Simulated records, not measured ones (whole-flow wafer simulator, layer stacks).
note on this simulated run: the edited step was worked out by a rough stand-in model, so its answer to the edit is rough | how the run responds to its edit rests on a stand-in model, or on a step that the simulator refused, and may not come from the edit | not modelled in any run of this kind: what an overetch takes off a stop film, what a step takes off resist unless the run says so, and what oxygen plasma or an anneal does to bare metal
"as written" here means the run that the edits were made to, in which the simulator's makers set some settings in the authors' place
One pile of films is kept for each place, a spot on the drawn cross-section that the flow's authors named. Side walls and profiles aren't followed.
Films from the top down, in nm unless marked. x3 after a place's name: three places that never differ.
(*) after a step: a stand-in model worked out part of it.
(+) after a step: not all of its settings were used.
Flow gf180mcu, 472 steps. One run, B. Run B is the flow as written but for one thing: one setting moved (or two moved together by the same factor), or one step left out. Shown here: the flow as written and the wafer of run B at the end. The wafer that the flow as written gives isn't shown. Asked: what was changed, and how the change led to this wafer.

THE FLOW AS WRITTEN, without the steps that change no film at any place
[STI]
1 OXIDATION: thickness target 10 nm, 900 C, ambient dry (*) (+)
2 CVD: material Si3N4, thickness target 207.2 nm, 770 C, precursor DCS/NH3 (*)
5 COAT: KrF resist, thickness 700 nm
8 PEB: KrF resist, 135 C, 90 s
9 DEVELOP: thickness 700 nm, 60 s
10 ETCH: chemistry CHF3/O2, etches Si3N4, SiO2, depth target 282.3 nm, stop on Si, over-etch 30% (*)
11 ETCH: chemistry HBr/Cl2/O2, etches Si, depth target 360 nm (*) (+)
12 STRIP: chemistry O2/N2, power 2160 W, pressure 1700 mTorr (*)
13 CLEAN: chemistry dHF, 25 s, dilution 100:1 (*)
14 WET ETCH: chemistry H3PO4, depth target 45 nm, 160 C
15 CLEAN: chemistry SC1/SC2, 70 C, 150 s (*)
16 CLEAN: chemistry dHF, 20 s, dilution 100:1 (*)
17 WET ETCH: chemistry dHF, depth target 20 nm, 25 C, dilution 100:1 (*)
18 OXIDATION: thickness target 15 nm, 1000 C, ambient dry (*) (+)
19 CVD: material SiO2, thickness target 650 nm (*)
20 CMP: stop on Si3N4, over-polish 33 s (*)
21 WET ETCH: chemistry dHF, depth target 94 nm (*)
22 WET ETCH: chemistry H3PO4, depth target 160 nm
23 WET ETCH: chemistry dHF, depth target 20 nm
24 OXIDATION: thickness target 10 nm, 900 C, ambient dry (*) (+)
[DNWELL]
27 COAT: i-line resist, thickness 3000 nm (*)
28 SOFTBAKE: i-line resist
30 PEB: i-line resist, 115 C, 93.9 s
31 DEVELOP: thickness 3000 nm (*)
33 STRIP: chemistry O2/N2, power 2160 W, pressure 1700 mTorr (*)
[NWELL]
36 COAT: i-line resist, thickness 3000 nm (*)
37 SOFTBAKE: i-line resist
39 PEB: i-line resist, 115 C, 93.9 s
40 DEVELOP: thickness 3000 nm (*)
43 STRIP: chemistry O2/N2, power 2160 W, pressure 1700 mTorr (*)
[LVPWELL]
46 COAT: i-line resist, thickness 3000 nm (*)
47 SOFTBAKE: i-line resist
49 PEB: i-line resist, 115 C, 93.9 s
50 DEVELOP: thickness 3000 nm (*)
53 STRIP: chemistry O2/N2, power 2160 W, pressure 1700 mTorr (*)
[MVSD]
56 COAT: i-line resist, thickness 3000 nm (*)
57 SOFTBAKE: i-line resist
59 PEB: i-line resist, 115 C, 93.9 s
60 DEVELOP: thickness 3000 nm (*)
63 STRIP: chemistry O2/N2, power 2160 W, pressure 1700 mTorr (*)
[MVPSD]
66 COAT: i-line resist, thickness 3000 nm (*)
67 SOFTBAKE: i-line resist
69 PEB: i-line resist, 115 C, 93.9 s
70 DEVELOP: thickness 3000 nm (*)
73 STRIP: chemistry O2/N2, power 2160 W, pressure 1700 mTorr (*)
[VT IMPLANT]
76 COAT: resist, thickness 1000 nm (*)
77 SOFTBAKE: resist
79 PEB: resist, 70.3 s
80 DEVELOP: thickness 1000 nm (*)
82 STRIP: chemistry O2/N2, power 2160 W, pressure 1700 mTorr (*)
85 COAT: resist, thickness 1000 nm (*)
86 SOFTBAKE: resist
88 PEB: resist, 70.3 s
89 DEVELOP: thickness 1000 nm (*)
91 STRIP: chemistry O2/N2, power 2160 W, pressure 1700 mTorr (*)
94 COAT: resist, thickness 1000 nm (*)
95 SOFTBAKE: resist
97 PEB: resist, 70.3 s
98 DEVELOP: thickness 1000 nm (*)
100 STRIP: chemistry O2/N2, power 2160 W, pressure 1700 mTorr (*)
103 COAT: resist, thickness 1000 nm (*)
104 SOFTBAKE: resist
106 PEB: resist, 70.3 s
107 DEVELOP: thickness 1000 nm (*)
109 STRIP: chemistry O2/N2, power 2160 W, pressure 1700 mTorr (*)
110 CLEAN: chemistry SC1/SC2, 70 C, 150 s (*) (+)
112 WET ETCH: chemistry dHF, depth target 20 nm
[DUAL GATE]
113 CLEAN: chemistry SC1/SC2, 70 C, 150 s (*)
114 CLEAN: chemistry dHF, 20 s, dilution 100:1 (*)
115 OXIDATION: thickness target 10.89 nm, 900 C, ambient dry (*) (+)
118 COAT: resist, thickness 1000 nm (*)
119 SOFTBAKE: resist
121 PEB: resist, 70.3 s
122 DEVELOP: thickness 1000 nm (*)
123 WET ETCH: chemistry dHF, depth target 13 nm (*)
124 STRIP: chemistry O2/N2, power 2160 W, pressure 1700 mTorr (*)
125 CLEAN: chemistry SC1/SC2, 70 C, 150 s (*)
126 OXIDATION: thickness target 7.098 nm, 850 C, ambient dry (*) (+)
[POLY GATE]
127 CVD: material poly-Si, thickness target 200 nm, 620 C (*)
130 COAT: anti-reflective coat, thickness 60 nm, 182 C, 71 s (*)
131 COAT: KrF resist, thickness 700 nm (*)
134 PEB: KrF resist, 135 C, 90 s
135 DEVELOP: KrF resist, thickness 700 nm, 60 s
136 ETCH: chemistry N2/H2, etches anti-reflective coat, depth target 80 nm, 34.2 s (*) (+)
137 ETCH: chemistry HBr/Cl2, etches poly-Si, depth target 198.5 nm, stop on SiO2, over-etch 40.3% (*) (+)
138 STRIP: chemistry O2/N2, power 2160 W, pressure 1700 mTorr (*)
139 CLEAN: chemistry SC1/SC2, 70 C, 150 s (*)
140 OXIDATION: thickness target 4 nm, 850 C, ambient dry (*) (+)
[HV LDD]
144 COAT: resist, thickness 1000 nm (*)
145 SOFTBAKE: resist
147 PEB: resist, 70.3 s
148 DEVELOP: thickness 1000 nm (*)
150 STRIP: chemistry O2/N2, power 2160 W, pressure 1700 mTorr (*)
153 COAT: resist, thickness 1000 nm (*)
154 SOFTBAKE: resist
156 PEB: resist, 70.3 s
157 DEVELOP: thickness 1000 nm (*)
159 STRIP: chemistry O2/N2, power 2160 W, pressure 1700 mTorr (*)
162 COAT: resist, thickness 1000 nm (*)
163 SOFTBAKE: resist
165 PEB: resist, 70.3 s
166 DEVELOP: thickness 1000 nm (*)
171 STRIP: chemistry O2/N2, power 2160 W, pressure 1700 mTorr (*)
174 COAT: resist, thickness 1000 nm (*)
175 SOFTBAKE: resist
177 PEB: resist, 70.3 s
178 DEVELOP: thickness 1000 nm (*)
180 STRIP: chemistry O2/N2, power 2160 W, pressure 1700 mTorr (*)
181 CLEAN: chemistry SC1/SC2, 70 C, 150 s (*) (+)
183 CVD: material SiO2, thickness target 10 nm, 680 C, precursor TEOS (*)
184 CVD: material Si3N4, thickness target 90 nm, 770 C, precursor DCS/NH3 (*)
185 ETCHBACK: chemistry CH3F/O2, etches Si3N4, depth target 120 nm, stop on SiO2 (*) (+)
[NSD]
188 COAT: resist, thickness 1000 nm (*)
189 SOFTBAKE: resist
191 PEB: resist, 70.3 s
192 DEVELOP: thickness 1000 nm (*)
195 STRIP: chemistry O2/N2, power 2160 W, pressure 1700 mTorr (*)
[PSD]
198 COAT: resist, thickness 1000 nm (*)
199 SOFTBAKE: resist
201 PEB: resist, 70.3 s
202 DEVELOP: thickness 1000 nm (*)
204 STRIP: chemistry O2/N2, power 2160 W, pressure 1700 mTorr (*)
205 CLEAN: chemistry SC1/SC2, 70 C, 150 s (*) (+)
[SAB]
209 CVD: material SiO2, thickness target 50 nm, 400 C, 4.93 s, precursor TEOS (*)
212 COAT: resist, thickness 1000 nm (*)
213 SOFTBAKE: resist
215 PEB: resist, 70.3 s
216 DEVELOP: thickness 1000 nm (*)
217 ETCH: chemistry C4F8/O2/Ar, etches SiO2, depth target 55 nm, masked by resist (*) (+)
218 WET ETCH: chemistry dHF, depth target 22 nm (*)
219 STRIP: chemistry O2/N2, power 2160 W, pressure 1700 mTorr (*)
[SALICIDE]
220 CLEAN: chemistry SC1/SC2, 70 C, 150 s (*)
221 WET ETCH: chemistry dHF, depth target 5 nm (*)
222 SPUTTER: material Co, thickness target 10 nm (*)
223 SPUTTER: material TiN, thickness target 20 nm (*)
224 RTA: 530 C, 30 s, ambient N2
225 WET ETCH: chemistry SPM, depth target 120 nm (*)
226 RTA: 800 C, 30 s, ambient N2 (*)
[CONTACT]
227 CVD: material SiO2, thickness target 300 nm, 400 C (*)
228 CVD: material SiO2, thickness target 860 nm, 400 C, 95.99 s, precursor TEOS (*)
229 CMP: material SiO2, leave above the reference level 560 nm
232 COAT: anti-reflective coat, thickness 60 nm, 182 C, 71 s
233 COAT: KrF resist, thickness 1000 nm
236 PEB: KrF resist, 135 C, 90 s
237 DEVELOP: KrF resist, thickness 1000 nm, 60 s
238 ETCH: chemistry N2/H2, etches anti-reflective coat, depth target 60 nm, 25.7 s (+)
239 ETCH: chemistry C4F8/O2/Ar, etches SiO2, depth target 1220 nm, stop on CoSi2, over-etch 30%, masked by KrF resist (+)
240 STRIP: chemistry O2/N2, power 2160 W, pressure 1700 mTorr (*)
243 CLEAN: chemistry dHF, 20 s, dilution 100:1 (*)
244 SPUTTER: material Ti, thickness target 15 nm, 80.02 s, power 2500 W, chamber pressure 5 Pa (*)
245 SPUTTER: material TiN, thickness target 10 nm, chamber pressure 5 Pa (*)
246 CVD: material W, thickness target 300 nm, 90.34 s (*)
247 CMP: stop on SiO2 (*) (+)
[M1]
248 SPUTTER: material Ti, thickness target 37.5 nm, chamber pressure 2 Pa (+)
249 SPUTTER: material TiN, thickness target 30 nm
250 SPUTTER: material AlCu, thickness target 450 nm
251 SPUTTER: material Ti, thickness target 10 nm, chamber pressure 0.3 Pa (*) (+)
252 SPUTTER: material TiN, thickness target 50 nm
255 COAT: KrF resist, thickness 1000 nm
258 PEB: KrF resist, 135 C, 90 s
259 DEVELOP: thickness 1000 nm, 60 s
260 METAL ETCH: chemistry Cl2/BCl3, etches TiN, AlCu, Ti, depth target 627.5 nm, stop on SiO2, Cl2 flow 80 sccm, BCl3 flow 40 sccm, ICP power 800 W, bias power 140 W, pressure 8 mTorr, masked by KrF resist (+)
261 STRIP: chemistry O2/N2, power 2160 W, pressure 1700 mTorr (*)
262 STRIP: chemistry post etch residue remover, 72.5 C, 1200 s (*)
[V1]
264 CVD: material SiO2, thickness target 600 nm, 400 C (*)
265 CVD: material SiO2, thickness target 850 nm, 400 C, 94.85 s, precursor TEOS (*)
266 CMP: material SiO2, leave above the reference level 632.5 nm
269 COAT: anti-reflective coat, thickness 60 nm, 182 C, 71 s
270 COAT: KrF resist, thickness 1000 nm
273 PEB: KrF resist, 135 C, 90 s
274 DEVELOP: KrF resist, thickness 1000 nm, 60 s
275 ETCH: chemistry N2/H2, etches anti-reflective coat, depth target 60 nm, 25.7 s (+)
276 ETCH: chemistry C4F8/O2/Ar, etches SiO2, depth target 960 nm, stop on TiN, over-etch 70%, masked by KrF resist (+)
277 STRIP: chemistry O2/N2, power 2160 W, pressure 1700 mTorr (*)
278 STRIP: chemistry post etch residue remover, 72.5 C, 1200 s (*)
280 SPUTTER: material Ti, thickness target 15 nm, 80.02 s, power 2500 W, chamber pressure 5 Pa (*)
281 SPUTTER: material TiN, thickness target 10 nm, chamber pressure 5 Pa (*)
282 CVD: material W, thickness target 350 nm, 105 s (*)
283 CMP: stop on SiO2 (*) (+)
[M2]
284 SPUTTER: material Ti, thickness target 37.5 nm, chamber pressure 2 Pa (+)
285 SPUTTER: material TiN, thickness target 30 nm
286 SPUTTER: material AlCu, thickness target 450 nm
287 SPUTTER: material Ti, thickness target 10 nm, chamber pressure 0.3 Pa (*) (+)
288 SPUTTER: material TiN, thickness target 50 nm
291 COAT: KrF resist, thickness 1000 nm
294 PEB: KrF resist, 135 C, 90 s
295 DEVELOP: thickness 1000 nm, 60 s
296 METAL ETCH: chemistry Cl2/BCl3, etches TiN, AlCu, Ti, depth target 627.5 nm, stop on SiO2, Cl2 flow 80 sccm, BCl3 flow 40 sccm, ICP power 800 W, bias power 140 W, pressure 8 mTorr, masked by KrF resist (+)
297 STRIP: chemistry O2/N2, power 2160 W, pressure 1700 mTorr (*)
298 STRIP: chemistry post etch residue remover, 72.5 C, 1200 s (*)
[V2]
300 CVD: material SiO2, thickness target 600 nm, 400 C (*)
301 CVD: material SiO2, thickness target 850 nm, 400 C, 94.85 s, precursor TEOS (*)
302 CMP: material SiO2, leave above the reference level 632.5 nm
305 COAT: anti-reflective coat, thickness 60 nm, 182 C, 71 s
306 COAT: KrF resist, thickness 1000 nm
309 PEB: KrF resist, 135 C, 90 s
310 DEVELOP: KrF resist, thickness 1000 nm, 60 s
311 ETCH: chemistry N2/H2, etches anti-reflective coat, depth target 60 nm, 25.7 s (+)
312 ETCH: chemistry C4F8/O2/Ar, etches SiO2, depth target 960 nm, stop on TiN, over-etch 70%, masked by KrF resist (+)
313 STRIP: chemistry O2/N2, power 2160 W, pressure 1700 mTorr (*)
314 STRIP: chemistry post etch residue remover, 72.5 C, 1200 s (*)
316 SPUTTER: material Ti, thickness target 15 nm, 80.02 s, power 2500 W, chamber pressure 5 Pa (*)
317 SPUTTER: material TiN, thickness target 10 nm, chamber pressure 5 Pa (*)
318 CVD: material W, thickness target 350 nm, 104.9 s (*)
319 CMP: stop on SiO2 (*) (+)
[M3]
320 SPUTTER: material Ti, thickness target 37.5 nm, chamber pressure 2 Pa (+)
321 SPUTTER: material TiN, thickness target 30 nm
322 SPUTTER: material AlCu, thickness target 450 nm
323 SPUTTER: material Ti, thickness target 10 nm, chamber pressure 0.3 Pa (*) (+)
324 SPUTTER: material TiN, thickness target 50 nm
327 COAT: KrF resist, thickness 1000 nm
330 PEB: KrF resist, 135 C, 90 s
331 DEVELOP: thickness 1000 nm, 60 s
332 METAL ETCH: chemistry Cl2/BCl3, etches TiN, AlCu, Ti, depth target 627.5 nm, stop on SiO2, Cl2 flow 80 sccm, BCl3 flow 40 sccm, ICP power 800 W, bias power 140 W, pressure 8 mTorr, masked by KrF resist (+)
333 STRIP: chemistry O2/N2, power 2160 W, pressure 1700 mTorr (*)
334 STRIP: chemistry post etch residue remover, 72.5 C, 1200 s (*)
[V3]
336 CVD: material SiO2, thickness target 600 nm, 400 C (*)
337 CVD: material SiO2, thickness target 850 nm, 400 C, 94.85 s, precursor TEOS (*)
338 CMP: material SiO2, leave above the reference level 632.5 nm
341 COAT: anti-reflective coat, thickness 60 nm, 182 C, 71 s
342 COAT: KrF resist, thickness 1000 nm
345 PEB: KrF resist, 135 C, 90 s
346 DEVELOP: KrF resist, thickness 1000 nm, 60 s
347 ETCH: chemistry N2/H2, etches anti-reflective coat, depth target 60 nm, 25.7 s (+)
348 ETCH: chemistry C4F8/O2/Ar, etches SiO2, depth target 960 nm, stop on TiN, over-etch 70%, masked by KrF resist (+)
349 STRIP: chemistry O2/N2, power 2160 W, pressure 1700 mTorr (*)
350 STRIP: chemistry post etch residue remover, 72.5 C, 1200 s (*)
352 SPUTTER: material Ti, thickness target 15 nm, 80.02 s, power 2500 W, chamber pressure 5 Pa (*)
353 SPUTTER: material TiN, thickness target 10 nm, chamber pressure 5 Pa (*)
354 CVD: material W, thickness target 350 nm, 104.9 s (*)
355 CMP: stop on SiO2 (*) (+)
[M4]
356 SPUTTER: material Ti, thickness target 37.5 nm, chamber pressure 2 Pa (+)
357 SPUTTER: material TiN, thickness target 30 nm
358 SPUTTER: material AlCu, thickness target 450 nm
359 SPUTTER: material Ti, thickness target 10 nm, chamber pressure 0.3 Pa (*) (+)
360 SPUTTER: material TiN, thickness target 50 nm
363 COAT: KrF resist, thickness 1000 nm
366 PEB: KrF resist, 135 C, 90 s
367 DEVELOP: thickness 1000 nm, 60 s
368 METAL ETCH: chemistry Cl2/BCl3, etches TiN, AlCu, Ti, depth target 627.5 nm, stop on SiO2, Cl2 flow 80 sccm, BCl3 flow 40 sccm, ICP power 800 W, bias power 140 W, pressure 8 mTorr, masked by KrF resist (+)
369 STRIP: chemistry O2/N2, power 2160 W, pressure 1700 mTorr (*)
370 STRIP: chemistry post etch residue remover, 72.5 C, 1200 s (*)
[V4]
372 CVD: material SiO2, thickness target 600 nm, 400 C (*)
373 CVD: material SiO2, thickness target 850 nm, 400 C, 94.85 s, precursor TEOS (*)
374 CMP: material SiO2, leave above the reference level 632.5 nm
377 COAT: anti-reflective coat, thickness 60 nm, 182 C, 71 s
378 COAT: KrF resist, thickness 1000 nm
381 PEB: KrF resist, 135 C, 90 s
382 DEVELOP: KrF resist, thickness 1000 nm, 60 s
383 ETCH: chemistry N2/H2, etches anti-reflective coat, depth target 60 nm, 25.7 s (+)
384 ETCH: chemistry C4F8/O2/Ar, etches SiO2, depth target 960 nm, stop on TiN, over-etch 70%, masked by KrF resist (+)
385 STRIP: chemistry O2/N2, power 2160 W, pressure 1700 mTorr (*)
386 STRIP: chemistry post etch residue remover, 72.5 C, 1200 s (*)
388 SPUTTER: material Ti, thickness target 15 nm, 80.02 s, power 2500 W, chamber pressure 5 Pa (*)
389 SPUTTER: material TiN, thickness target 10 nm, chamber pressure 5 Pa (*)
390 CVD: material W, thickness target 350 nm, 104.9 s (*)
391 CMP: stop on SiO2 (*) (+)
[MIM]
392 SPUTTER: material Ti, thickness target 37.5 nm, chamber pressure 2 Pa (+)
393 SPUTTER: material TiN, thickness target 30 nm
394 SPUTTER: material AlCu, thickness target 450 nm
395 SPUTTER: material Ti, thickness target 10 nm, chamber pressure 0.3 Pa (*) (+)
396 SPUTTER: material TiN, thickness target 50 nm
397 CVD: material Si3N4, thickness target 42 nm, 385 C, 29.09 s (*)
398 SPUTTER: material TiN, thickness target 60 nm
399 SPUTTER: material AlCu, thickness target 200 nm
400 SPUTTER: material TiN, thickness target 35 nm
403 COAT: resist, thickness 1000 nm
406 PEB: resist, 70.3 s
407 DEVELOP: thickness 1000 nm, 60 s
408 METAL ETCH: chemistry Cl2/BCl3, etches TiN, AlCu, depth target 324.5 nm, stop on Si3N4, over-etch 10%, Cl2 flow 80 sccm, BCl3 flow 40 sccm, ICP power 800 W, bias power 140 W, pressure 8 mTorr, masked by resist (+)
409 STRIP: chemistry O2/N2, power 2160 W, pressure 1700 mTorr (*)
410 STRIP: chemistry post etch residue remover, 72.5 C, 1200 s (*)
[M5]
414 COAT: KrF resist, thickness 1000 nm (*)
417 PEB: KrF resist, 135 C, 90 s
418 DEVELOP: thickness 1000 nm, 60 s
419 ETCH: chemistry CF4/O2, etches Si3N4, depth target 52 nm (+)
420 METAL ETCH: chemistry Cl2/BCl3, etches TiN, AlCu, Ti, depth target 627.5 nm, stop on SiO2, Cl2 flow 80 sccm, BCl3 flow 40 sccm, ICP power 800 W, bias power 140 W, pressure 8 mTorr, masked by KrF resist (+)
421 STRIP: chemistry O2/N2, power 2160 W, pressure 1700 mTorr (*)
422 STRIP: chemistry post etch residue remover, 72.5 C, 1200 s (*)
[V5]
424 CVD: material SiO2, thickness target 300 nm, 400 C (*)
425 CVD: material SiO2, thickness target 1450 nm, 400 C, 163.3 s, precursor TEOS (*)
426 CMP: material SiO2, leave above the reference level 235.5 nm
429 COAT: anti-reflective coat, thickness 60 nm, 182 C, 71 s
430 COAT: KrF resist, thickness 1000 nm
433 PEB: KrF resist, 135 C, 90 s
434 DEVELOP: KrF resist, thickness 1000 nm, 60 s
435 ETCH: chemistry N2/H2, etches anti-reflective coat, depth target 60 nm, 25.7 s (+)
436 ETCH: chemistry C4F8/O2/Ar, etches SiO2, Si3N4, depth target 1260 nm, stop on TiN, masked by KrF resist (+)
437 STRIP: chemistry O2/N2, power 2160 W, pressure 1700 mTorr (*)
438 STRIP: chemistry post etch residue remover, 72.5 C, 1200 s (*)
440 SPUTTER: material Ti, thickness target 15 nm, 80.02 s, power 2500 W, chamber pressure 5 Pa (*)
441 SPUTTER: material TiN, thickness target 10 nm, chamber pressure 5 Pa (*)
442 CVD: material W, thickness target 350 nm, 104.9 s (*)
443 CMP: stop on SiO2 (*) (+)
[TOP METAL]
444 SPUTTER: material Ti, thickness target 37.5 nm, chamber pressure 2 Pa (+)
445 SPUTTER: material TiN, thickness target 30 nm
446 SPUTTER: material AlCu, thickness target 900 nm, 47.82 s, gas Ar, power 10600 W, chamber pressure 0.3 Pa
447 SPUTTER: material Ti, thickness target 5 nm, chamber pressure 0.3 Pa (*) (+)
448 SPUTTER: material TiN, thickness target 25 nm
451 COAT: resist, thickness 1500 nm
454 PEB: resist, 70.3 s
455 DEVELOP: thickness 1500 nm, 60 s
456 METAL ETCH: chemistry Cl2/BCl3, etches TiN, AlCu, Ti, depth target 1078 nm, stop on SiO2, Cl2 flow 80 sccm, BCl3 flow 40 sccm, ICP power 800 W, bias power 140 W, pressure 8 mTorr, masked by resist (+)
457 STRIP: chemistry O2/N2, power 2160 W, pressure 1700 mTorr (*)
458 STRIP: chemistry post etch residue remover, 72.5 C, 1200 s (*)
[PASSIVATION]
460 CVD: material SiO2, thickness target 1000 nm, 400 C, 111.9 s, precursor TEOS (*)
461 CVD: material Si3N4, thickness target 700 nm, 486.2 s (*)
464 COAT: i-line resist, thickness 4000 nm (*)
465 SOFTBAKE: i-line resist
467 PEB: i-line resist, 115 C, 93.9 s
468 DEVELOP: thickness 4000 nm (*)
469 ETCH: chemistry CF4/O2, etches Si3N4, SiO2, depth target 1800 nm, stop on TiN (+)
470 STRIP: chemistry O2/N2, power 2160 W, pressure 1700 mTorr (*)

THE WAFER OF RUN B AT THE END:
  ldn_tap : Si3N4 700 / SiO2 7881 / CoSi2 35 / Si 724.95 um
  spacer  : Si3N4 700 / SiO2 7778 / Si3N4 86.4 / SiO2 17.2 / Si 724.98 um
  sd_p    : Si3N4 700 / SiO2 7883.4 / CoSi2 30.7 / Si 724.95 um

The cause: step 209, CVD: thickness target 71.5 nm was run, where the flow has thickness target 50 nm; step 209, CVD: 7.05 s was run, where the flow has 4.93 s.

How the change led to this, step by step:
  209 CVD: material SiO2, thickness target 50 nm, 400 C, 4.93 s, precursor TEOS (*)
      field, field__w7, field__w8 and 73 more: SiO2 +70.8 (as written it would be: SiO2 +50)
      field_sub__w1, field_sub__w3, field_sub__w4, field_sub__w5, ld_drift_n: SiO2 +69.2 (as written it would be: SiO2 +48.9)
      (and at 28 more places)
  217 ETCH: chemistry C4F8/O2/Ar, etches SiO2, depth target 55 nm, masked by resist (*) (+)
      spacer: SiO2 -55 (as written it would be: SiO2 -50 (all of it), Si3N4 -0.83)
  218 WET ETCH: chemistry dHF, depth target 22 nm (*)
      ldn_tap, ldn_src, ldn_drn, ldp_tap, ldp_src, ldp_drn, ldp_gr: SiO2 -35.5 (as written it would be: SiO2 -16 (all of it))
      ld_drn_n, ld_sd_p: SiO2 -34.2 (as written it would be: SiO2 -14.8 (all of it))
      (and at 91 more places)
  219 STRIP: chemistry O2/N2, power 2160 W, pressure 1700 mTorr (*)
      active_hv, active_nat, ld_sd_n and 10 more: nothing (as written it would be: chemical SiO2 +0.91 (new film), Si -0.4)
  220 CLEAN: chemistry SC1/SC2, 70 C, 150 s (*)
      ld_sd_n: SiO2 -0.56 (all of it) (as written it would be: chemical SiO2 -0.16, Si -0.23)
  221 WET ETCH: chemistry dHF, depth target 5 nm (*)
      ldn_tap, ldn_src, ldn_drn, ldp_tap, ldp_src, ldp_drn, ldp_gr: SiO2 -0.91 (all of it) (as written it would be: chemical SiO2 -0.76 (all of it))
      active_hv: SiO2 -0.6 (all of it) (as written it would be: chemical SiO2 -0.76 (all of it))
      (and at 5 more places)
  223 SPUTTER: material TiN, thickness target 20 nm (*)
      field__w12: TiN +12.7 (new film) (as written it would be: TiN +12 (new film))
      sd_p: TiN +17.2 (new film) (as written it would be: TiN +17.9 (new film))
      (and at 1 more place)
  224 RTA: 530 C, 30 s, ambient N2
      sd_p: under 1 film: CoSi +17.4 (new film), Co -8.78 (all of it), Si -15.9 (as written it would be: under 1 film: CoSi +18.1 (new film), Co -9.09 (all of it), Si -16.5)
  225 WET ETCH: chemistry SPM, depth target 120 nm (*)
      field__w12: TiN -12.7 (all of it), Co -6.44 (all of it) (as written it would be: TiN -12 (all of it), Co -6.15 (all of it))
      sd_p: TiN -17.2 (all of it) (as written it would be: TiN -17.9 (all of it))
      (and at 1 more place)
  226 RTA: 800 C, 30 s, ambient N2 (*)
      sd_p: CoSi2 +30.7 (new film), CoSi -17.4 (all of it), Si -15.9 (as written it would be: CoSi2 +31.8 (new film), CoSi -18.1 (all of it), Si -16.5)
  229 CMP: material SiO2, leave above the reference level 560 nm
      ldn_sep__w1, ldn_sep__w2, ldn_dft and 8 more: SiO2 -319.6 (as written it would be: SiO2 -311)
      sti, mim_1p0, pad, dice_street, iso_nw_fld, iso_fld_sub: SiO2 -305.4 (as written it would be: SiO2 -296.8)
      (and at 43 more places)
